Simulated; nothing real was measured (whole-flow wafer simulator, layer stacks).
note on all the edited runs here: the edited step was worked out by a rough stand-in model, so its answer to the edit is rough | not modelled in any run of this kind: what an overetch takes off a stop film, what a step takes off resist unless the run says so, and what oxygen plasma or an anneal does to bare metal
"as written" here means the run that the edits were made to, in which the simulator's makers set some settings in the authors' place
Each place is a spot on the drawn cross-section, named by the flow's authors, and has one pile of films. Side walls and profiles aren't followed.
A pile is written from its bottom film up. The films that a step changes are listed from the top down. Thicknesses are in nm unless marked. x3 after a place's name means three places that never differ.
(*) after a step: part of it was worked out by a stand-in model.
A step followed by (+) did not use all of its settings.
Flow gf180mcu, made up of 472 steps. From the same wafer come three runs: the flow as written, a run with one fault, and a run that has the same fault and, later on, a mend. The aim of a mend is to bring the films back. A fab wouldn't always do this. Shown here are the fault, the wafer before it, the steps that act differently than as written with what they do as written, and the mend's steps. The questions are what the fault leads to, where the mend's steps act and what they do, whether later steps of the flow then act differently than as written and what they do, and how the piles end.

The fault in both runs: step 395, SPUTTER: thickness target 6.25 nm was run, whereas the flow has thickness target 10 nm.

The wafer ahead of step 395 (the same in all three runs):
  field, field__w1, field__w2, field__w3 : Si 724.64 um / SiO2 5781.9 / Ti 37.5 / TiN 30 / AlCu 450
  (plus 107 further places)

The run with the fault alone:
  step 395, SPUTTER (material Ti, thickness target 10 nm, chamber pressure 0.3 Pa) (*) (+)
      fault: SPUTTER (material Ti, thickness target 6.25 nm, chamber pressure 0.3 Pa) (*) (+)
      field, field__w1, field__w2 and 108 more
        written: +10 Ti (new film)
        fault: +6.25 Ti (new film)
  Later steps of the flow acting differently than as written (2 more steps, not shown, differ only slightly: by at most 2% or 0.5 nm, whichever is larger):
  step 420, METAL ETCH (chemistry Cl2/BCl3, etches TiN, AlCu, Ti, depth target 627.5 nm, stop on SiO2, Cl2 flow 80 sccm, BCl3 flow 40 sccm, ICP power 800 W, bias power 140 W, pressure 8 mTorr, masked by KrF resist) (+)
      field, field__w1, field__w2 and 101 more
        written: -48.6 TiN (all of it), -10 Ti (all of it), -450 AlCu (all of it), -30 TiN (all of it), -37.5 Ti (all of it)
        fault: -48.6 TiN (all of it), -6.25 Ti (all of it), -450 AlCu (all of it), -30 TiN (all of it), -37.5 Ti (all of it)
  At field__w4, field__w8, contact, m1, m1__w1, mim, mim_1p0, m1_nw, the piles at the end differ from the flow's by more than 2% or 0.5 nm, whichever is larger.
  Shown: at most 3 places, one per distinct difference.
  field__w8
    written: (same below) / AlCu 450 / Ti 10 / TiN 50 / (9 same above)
    fault: (same below) / AlCu 450 / Ti 6.25 / TiN 50 / (9 same above)
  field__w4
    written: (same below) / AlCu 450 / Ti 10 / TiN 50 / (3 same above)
    fault: (same below) / AlCu 450 / Ti 6.25 / TiN 50 / (3 same above)
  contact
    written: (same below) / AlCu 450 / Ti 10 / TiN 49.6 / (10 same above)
    fault: (same below) / AlCu 450 / Ti 6.25 / TiN 49.6 / (10 same above)

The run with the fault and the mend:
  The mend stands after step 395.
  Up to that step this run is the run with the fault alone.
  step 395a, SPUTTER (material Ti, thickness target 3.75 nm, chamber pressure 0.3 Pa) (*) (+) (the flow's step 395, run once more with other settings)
      field, field__w1, field__w2 and 108 more
        +3.75 Ti
  None of the later steps of the flow acts differently than as written at any place that is followed.
  At every place that both follow, the piles at the end match the flow's.
